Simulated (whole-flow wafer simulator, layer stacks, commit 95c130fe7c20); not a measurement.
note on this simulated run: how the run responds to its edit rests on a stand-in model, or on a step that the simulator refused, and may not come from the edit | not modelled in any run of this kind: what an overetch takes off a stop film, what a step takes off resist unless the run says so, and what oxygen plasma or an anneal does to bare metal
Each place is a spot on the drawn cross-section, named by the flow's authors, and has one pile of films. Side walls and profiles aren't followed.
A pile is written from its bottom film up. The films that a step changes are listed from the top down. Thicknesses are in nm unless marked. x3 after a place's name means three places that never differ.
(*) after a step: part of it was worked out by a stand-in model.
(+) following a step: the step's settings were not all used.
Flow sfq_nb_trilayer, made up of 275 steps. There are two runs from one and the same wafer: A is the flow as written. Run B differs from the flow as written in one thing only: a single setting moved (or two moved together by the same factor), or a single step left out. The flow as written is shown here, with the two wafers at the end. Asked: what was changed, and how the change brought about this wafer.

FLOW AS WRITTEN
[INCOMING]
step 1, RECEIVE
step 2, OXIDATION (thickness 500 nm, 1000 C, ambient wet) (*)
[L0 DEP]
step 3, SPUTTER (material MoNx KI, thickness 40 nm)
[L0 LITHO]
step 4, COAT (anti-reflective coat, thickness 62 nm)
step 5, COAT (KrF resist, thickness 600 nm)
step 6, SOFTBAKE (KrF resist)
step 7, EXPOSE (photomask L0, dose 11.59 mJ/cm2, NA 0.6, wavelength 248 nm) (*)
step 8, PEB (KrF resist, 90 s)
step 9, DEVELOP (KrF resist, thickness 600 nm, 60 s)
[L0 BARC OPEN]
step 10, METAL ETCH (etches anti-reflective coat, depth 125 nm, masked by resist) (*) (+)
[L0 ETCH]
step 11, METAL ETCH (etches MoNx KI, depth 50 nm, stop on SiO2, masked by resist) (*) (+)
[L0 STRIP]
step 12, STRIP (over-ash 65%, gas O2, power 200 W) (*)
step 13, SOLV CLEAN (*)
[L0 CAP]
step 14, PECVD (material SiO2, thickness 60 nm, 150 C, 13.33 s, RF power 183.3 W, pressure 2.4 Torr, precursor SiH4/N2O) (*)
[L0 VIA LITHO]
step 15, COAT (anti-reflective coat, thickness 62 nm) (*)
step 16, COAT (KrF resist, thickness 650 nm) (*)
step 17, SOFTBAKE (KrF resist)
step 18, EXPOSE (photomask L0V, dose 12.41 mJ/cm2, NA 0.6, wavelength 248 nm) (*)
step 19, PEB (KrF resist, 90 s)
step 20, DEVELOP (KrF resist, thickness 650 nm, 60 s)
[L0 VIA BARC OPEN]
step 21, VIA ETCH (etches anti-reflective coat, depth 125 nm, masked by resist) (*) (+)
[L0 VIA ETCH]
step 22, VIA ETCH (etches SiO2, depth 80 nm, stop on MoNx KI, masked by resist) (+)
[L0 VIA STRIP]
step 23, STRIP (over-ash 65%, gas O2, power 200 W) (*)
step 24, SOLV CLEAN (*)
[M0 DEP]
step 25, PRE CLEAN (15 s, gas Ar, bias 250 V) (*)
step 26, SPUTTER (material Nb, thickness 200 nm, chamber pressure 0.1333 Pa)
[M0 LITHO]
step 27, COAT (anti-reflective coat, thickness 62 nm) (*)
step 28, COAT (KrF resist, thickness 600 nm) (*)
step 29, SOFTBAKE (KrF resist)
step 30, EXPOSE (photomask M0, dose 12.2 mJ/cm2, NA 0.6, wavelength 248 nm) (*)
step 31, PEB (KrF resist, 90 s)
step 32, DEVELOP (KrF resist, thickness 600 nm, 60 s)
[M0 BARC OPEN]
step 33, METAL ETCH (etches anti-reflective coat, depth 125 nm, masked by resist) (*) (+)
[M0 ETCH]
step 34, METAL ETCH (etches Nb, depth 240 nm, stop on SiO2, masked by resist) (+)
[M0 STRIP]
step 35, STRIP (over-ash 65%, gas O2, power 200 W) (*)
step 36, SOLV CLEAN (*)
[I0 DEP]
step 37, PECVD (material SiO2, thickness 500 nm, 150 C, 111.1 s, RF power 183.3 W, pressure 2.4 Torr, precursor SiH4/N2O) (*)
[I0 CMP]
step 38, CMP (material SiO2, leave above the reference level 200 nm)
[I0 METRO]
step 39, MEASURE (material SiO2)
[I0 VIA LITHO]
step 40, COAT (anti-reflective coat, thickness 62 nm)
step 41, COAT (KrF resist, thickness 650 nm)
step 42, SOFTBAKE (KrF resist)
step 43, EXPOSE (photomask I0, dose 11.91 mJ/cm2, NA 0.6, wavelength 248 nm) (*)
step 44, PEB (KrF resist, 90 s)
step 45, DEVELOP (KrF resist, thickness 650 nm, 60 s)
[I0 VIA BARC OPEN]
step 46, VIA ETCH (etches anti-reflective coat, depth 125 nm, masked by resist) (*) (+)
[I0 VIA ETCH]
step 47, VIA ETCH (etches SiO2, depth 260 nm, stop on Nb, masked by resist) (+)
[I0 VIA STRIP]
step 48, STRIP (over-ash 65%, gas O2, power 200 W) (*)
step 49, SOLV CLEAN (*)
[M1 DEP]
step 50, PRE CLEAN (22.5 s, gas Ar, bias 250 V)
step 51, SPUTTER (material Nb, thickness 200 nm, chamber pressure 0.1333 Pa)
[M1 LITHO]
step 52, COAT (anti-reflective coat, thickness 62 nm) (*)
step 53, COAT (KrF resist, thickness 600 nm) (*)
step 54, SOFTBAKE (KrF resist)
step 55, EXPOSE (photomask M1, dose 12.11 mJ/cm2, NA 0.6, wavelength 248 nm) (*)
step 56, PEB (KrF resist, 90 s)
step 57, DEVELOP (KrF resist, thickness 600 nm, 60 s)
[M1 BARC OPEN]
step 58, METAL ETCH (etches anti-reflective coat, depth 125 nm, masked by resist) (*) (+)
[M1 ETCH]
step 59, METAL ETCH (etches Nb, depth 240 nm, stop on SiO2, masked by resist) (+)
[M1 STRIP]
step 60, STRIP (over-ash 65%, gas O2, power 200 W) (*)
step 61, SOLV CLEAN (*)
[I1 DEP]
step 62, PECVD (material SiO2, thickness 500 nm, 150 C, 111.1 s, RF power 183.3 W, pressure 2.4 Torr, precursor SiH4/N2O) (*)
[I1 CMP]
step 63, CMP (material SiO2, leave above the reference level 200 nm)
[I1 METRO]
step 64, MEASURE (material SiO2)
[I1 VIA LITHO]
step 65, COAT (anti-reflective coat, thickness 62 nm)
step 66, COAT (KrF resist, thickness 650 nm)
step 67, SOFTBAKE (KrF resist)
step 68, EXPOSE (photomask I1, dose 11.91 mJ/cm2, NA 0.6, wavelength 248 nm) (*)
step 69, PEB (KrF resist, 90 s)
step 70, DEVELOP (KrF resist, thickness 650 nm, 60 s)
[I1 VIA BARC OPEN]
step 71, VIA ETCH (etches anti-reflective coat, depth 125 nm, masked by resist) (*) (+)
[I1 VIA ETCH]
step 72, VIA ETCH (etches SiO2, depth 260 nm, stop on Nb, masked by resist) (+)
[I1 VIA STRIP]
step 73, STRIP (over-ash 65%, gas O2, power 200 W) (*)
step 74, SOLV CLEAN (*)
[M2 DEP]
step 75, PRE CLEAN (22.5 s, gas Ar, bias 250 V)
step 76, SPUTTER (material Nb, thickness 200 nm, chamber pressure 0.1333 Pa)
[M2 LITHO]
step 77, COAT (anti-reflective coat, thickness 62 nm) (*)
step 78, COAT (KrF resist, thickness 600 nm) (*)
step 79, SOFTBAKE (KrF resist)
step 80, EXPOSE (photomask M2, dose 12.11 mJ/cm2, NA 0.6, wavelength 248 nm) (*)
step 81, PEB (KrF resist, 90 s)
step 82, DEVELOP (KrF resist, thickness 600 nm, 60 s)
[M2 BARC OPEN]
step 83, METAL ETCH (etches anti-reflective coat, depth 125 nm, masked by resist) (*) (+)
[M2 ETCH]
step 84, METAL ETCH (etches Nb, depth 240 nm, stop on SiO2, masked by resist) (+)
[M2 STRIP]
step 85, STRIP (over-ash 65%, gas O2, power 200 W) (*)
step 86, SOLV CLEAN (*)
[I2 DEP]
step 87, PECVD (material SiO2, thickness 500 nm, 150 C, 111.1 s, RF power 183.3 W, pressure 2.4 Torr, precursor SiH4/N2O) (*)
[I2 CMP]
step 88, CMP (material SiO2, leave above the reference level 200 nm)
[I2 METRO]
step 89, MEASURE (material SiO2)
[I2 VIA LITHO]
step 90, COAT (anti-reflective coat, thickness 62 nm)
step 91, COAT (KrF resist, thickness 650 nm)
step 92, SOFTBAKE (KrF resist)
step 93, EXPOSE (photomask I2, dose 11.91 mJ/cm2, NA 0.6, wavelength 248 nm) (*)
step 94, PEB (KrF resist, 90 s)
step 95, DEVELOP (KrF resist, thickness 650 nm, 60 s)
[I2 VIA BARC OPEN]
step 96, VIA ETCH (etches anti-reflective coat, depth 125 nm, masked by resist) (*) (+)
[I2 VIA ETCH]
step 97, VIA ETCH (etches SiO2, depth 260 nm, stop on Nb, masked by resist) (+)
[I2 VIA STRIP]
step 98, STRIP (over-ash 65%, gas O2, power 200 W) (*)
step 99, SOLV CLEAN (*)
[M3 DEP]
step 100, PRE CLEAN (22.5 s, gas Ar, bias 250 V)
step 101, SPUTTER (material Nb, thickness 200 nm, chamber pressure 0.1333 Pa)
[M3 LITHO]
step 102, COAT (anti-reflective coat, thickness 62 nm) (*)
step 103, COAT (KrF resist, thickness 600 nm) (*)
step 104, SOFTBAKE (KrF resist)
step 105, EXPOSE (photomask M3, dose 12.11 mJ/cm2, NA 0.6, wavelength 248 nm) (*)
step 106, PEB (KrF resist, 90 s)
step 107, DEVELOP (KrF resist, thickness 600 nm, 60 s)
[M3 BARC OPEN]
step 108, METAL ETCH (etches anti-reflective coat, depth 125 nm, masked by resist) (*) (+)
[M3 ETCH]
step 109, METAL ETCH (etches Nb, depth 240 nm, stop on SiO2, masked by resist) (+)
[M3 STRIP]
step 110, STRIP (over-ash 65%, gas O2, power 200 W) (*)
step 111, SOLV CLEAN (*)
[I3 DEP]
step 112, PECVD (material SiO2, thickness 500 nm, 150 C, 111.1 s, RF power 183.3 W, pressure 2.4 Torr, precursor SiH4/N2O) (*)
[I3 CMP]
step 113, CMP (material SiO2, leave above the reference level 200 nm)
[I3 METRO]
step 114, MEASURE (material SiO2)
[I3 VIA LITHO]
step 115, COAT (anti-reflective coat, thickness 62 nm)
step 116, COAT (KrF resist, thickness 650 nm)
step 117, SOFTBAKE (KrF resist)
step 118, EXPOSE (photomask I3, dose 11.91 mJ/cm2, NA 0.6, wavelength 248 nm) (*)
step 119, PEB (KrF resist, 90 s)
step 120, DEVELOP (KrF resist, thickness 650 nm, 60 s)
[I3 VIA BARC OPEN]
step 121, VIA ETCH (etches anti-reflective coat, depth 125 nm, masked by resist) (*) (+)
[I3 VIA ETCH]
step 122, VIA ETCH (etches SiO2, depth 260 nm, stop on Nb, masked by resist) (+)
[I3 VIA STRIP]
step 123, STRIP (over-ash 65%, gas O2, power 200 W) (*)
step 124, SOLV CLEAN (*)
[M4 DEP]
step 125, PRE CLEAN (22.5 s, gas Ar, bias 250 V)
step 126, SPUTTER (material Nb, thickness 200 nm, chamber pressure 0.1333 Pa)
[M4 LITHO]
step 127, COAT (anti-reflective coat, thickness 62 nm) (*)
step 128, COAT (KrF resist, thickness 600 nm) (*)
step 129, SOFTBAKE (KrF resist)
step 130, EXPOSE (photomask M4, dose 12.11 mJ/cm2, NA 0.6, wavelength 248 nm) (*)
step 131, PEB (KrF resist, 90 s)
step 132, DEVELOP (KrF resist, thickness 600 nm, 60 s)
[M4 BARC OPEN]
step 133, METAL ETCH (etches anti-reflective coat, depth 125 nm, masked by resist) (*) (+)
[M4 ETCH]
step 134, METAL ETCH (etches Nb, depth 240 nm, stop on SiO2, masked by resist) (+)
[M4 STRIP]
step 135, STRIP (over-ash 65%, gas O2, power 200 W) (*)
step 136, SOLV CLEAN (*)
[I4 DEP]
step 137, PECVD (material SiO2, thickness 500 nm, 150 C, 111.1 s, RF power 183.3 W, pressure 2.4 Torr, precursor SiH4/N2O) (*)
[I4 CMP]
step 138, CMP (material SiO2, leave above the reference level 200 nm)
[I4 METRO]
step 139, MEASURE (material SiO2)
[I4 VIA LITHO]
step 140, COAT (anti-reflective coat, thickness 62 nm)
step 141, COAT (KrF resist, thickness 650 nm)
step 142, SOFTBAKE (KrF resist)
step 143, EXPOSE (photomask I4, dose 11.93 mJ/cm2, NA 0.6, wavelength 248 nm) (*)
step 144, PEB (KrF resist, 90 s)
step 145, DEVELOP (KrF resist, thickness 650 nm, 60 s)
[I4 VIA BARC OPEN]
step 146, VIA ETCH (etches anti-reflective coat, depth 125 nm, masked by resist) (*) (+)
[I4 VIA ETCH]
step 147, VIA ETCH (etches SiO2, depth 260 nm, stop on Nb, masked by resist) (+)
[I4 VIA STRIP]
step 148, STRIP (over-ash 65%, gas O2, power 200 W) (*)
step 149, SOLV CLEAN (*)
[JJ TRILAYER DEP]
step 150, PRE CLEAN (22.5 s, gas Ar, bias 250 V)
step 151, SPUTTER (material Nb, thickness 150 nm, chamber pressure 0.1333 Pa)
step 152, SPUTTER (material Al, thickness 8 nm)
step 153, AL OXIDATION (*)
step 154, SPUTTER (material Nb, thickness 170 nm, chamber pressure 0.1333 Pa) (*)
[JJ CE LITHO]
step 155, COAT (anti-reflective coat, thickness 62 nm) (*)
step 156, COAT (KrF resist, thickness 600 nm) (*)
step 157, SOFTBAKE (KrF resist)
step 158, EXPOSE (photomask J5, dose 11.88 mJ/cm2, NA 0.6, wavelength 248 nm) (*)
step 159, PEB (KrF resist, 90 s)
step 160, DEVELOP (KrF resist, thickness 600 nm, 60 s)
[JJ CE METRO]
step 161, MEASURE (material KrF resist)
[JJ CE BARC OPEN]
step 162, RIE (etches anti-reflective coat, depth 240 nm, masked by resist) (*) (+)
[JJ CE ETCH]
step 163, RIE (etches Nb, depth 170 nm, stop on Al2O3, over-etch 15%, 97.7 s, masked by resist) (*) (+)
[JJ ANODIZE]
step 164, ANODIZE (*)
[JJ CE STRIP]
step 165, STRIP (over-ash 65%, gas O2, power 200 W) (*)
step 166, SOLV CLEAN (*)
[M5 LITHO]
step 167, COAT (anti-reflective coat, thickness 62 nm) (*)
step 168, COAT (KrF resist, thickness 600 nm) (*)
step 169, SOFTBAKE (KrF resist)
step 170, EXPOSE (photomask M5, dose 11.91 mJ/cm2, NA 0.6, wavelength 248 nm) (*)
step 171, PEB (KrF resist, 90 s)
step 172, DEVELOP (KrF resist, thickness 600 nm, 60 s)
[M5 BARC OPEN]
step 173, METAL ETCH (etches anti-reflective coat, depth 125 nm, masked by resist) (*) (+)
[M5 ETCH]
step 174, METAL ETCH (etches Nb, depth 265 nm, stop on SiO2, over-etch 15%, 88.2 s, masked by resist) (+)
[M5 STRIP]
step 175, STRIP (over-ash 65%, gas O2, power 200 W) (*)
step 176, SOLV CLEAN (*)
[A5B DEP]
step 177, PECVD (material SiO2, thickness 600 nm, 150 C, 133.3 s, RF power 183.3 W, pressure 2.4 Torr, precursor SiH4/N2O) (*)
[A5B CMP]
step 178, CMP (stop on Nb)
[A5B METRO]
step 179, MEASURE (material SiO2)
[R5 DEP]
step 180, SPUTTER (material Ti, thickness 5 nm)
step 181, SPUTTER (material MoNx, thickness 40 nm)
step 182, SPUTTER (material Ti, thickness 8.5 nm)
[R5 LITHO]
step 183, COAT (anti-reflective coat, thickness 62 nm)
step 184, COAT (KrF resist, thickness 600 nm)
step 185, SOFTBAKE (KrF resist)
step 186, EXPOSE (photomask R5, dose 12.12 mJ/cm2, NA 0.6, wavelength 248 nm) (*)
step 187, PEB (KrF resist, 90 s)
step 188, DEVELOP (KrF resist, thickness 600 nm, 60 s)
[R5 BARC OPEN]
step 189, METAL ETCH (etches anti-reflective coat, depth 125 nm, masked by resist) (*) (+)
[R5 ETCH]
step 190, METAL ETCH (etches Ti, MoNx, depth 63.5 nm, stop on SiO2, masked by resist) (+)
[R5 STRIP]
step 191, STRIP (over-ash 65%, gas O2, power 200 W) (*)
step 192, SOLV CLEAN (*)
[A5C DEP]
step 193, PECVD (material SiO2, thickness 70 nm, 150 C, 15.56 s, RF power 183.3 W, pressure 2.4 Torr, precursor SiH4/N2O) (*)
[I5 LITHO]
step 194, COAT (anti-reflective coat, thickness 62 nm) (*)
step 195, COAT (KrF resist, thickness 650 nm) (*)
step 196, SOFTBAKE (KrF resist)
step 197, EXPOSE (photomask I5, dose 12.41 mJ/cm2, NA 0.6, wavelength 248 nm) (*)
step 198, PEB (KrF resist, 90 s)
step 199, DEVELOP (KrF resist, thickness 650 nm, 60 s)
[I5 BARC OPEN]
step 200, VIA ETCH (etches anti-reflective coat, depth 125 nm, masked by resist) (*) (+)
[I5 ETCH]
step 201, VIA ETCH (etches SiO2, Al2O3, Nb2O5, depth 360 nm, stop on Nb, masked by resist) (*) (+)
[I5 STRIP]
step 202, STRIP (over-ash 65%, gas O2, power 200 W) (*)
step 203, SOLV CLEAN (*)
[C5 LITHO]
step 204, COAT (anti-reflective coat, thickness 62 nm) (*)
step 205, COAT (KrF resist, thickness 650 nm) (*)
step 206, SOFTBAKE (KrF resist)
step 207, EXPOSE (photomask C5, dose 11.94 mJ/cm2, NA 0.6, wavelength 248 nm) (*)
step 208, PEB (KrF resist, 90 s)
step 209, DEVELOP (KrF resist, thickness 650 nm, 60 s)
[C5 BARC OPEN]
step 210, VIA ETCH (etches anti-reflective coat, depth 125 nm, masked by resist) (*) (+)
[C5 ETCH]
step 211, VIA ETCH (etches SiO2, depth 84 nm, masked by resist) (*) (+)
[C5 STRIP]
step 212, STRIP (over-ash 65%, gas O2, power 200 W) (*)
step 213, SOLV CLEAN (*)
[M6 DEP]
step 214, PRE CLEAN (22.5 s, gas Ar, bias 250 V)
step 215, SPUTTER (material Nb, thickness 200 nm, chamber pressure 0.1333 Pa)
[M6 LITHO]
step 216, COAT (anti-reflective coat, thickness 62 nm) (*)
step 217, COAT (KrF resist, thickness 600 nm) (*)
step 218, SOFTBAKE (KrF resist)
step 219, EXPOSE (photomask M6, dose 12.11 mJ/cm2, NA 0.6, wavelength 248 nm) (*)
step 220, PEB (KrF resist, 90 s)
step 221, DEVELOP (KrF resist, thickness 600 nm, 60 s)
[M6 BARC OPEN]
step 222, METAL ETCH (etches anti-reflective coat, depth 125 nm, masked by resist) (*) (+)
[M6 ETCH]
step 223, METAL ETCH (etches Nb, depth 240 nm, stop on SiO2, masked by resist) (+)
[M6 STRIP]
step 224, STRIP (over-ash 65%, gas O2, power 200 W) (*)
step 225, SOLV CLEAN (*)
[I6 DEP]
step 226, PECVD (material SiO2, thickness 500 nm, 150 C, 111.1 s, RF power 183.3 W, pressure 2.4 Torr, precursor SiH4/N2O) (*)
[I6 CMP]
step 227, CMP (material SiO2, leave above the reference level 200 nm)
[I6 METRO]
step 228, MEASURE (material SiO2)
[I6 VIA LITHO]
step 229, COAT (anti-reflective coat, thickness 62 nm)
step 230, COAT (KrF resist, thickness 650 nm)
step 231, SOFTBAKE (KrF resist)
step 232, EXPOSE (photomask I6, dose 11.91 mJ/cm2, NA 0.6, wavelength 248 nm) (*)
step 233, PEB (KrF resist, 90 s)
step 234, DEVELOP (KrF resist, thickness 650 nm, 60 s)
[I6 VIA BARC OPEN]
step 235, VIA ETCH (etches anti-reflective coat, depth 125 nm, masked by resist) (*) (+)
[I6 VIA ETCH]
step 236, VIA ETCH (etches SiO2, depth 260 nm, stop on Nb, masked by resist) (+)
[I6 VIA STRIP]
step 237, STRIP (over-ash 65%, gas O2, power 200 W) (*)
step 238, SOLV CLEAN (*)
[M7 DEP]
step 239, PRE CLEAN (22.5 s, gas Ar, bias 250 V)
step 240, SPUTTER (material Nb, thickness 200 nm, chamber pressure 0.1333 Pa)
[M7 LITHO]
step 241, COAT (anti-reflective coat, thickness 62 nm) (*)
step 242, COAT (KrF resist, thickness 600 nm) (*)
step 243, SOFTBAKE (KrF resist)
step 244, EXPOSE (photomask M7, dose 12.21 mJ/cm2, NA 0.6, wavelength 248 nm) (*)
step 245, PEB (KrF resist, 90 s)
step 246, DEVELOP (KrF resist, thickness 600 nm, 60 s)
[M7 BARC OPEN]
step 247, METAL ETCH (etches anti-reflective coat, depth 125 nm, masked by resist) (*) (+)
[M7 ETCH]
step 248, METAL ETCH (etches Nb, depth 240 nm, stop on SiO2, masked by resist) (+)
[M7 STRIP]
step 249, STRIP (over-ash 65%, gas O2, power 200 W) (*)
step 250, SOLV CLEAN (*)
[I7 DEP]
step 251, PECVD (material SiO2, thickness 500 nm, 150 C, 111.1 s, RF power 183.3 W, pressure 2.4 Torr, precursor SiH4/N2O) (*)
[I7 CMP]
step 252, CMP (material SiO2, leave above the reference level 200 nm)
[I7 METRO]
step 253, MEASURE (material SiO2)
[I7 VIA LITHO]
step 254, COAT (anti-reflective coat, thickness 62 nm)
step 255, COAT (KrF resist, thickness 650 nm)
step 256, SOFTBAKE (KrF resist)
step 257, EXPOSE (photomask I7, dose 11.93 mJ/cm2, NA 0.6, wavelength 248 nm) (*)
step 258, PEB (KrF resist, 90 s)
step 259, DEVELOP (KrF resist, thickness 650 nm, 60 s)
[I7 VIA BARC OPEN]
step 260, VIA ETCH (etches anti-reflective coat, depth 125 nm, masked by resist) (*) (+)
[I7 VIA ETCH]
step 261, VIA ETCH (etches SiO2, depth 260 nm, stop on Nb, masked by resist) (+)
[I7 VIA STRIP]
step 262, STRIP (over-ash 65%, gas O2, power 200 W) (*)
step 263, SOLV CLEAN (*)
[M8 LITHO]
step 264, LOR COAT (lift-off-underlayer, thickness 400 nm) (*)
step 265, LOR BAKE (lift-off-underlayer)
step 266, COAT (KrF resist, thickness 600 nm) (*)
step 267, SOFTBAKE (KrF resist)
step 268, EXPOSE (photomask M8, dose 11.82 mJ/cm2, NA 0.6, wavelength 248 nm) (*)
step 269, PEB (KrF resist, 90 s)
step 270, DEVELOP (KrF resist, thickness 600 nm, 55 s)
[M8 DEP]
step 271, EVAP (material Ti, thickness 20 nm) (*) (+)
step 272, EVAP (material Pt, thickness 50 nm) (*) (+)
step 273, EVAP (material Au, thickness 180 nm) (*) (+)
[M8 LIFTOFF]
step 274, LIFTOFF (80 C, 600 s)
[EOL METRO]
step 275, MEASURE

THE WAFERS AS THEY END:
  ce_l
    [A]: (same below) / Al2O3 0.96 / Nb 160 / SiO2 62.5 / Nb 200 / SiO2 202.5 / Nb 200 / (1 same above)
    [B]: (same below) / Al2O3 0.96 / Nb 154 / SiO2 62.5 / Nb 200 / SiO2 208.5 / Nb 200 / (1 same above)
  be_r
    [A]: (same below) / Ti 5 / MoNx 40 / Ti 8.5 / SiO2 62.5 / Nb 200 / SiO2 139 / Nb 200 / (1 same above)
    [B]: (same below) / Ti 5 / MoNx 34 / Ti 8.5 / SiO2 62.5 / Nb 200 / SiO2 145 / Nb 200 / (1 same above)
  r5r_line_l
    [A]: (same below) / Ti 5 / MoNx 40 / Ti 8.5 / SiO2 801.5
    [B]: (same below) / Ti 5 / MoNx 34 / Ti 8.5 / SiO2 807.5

The reason: step 181, SPUTTER: thickness 34 nm was run, while the flow as written has thickness 40 nm.
The wafer lets one read it off: be_r has MoNx 34, and step 181 as written asks for 40 nm.

The path from the change to this, step by step:
  step 181, SPUTTER (material MoNx, thickness 40 nm)
      field_l, v_sur, via_wl and 103 more: A +40 MoNx (new film) | B +34 MoNx (new film)
  step 190, METAL ETCH (etches Ti, MoNx, depth 63.5 nm, stop on SiO2, masked by resist) (+)
      field_l, v_sur, via_wl and 92 more: A -8.5 Ti (all of it), -40 MoNx (all of it), -5 Ti (all of it) | B -8.5 Ti (all of it), -34 MoNx (all of it), -5 Ti (all of it)
      ce_l, c5j, ce_r, wl_jj: A -8.5 Ti (all of it), -40 MoNx (all of it), -5 Ti (all of it), -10 Nb | B -8.5 Ti (all of it), -34 MoNx (all of it), -5 Ti (all of it), -16 Nb
  step 194, COAT (anti-reflective coat, thickness 62 nm) (*)
      r5r_spacepad_l, r5r_spacepad_r: A +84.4 anti-reflective coat (new film) | B +81.8 anti-reflective coat (new film)
      r5r_line_c, r5r_line_r: A +49.4 anti-reflective coat (new film) | B +50.5 anti-reflective coat (new film)
      (and at 7 other places as well)
  step 202, STRIP (over-ash 65%, gas O2, power 200 W) (*)
      r5r_spacepad_l, r5r_spacepad_r: A -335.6 KrF resist (all of it), -84.4 anti-reflective coat (all of it) | B -335.4 KrF resist (all of it), -81.8 anti-reflective coat (all of it)
      ce_l: A -341.5 KrF resist (all of it), -67.2 anti-reflective coat (all of it) | B -343.1 KrF resist (all of it), -69.8 anti-reflective coat (all of it)
      (and at 8 other places as well)
  step 204, COAT (anti-reflective coat, thickness 62 nm) (*)
      r5r_spacepad_l, r5r_spacepad_r: A +84.4 anti-reflective coat (new film) | B +81.8 anti-reflective coat (new film)
      r5r_line_c, r5r_line_r: A +49.4 anti-reflective coat (new film) | B +50.5 anti-reflective coat (new film)
      (and at 7 other places as well)
  step 210, VIA ETCH (etches anti-reflective coat, depth 125 nm, masked by resist) (*) (+)
      c5j: A -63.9 anti-reflective coat (all of it), -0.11 SiO2 | B -65.6 anti-reflective coat (all of it), -0.1 SiO2
  step 212, STRIP (over-ash 65%, gas O2, power 200 W) (*)
      r5r_spacepad_l, r5r_spacepad_r: A -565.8 KrF resist (all of it), -84.4 anti-reflective coat (all of it) | B -565.1 KrF resist (all of it), -81.8 anti-reflective coat (all of it)
      r5r_line_c, r5r_line_r: A -547.6 KrF resist (all of it), -49.4 anti-reflective coat (all of it) | B -549.2 KrF resist (all of it), -50.5 anti-reflective coat (all of it)
      (and at 6 other places as well)
  step 216, COAT (anti-reflective coat, thickness 62 nm) (*)
      r5r_spacepad_l, r5r_spacepad_r: A +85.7 anti-reflective coat (new film) | B +82.8 anti-reflective coat (new film)
      ce_l: A +48 anti-reflective coat (new film) | B +49.9 anti-reflective coat (new film)
      (and at 4 other places as well)
  step 222, METAL ETCH (etches anti-reflective coat, depth 125 nm, masked by resist) (*) (+)
      r5r_spacepad_l, r5r_spacepad_r: A -85.7 anti-reflective coat (all of it) | B -82.8 anti-reflective coat (all of it)
  step 224, STRIP (over-ash 65%, gas O2, power 200 W) (*)
      ce_l: A -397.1 KrF resist (all of it), -48 anti-reflective coat (all of it) | B -399.3 KrF resist (all of it), -49.9 anti-reflective coat (all of it)
      ce_r: A -403.5 KrF resist (all of it), -48.8 anti-reflective coat (all of it) | B -405.1 KrF resist (all of it), -50.7 anti-reflective coat (all of it)
      (and at 3 other places as well)
  step 227, CMP (material SiO2, leave above the reference level 200 nm)
      ce_l, ce_r, wl_jj: A -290 SiO2 | B -284 SiO2
      r5r_line_l, r5r_line_c, r5r_line_r: A -153.5 SiO2 | B -147.5 SiO2
      (and at 4 other places as well)
